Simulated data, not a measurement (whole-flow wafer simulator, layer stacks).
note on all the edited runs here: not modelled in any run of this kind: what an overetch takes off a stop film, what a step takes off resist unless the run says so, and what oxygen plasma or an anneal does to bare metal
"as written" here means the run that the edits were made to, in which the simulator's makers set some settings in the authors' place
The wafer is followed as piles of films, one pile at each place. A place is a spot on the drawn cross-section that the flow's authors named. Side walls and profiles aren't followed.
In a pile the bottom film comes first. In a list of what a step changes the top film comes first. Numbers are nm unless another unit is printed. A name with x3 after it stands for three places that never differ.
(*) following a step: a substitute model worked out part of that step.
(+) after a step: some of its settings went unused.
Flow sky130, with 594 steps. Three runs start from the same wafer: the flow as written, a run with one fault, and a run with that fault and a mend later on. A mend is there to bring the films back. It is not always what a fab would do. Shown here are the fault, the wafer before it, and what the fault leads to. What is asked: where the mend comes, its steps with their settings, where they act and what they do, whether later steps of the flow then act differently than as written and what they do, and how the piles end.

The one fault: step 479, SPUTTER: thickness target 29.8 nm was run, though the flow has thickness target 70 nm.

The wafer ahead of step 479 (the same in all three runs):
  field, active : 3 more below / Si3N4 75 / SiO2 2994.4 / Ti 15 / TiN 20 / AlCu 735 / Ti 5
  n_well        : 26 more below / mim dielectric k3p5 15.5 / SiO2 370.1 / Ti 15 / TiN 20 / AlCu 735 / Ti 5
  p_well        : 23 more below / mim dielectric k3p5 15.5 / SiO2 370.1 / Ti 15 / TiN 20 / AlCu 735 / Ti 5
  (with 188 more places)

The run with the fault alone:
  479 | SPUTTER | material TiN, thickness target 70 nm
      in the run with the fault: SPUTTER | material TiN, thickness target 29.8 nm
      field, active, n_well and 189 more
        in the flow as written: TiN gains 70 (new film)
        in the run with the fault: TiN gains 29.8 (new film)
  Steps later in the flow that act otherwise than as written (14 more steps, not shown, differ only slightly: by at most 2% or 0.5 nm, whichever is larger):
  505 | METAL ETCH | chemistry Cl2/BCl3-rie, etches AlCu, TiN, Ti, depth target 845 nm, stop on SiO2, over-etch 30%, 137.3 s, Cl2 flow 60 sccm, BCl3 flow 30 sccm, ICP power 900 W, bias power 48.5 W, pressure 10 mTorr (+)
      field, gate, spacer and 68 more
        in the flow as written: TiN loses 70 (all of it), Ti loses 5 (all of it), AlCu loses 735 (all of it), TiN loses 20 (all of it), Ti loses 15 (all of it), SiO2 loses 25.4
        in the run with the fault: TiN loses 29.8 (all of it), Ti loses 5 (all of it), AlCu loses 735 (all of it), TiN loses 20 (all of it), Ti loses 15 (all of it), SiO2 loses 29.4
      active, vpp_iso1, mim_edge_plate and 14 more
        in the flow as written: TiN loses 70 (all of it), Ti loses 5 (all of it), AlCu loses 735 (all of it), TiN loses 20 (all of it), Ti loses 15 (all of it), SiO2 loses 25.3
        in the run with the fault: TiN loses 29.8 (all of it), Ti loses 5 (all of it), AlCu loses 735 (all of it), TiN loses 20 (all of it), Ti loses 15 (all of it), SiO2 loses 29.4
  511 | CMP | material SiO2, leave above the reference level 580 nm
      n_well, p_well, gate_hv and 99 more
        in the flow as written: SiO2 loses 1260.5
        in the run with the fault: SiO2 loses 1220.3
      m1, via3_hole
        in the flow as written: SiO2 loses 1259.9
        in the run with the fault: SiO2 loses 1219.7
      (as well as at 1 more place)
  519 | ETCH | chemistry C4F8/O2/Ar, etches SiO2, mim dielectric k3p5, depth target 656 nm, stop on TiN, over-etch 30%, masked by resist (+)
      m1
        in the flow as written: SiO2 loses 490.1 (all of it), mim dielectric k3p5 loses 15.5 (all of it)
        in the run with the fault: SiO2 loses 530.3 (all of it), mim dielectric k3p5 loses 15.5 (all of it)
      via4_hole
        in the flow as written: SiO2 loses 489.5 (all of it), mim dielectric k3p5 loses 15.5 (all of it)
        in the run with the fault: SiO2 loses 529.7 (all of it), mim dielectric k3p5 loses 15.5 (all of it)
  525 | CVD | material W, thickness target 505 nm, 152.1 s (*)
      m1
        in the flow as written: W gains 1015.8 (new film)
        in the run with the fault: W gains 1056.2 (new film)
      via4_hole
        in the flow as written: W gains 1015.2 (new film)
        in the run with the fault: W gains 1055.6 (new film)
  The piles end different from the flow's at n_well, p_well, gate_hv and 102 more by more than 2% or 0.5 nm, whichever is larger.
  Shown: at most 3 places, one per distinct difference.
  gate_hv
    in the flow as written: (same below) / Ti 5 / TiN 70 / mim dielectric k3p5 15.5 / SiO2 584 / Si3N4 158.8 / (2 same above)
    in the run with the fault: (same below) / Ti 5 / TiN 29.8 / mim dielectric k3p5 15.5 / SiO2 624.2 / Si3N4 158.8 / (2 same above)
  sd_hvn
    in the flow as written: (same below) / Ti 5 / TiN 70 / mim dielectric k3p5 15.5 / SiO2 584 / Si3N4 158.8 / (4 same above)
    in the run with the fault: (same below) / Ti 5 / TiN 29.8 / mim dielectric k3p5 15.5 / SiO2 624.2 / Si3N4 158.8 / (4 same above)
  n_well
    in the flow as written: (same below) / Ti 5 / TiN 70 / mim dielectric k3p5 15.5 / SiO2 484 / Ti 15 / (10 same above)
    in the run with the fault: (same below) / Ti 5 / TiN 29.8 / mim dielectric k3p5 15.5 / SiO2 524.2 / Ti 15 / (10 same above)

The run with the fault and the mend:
  The mend follows step 479.
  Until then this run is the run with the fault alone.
  479a | SPUTTER | material TiN, thickness target 40.2 nm (the flow's step 479 again, with other settings)
      field, active, n_well and 189 more
        TiN gains 40.2
  Later steps of the flow that are run all act as written at every place that is followed.
  By the end, the piles equal the flow's at every place that both follow.
